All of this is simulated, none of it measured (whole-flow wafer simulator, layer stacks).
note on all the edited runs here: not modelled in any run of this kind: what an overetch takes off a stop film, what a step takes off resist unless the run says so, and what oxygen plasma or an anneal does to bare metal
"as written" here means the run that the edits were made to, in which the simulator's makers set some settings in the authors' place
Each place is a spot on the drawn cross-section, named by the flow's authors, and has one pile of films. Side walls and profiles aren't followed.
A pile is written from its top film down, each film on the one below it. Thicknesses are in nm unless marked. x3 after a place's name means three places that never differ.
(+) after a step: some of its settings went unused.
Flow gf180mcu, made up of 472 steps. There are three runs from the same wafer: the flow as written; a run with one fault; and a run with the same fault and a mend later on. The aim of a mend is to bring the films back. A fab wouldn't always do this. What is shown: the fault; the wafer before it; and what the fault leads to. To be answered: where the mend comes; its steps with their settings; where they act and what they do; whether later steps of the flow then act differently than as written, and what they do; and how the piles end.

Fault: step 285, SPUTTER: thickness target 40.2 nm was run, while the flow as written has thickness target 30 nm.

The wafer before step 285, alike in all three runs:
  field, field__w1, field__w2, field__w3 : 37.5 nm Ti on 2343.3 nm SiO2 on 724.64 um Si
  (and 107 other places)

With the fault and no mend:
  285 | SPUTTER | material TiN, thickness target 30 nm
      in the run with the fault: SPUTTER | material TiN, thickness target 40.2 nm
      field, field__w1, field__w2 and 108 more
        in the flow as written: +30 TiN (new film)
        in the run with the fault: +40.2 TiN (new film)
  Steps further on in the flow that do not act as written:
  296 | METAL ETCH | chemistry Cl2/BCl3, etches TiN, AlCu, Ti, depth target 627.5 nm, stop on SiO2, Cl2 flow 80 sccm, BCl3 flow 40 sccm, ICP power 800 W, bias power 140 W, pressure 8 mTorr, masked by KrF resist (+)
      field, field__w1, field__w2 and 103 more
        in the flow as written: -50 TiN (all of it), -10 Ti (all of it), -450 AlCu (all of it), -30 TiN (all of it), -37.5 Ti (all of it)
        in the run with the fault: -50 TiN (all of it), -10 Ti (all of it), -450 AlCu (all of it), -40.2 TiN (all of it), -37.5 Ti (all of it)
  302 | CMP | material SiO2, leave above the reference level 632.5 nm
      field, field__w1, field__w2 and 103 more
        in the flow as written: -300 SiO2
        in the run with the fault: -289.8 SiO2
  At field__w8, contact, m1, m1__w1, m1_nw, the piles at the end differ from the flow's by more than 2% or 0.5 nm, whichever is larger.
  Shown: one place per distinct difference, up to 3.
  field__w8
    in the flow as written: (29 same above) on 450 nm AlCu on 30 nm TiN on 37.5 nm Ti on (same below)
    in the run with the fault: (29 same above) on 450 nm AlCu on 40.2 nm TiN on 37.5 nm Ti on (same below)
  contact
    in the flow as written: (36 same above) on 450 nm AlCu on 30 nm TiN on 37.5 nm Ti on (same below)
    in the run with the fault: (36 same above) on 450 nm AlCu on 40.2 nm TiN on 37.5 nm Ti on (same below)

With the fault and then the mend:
  The mend follows step 285.
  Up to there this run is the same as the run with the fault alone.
  285a | METAL ETCH | chemistry Cl2/BCl3, etches TiN, AlCu, Ti, depth target 10.2 nm, Cl2 flow 80 sccm, BCl3 flow 40 sccm, ICP power 800 W, bias power 140 W, pressure 8 mTorr (the flow's step 260, run once more with other settings)
      field, field__w1, field__w2 and 108 more
        -10.2 TiN
  Every later step of the flow that is run acts as written at every place that is followed.
  The piles end the same as the flow's at every place that both follow.
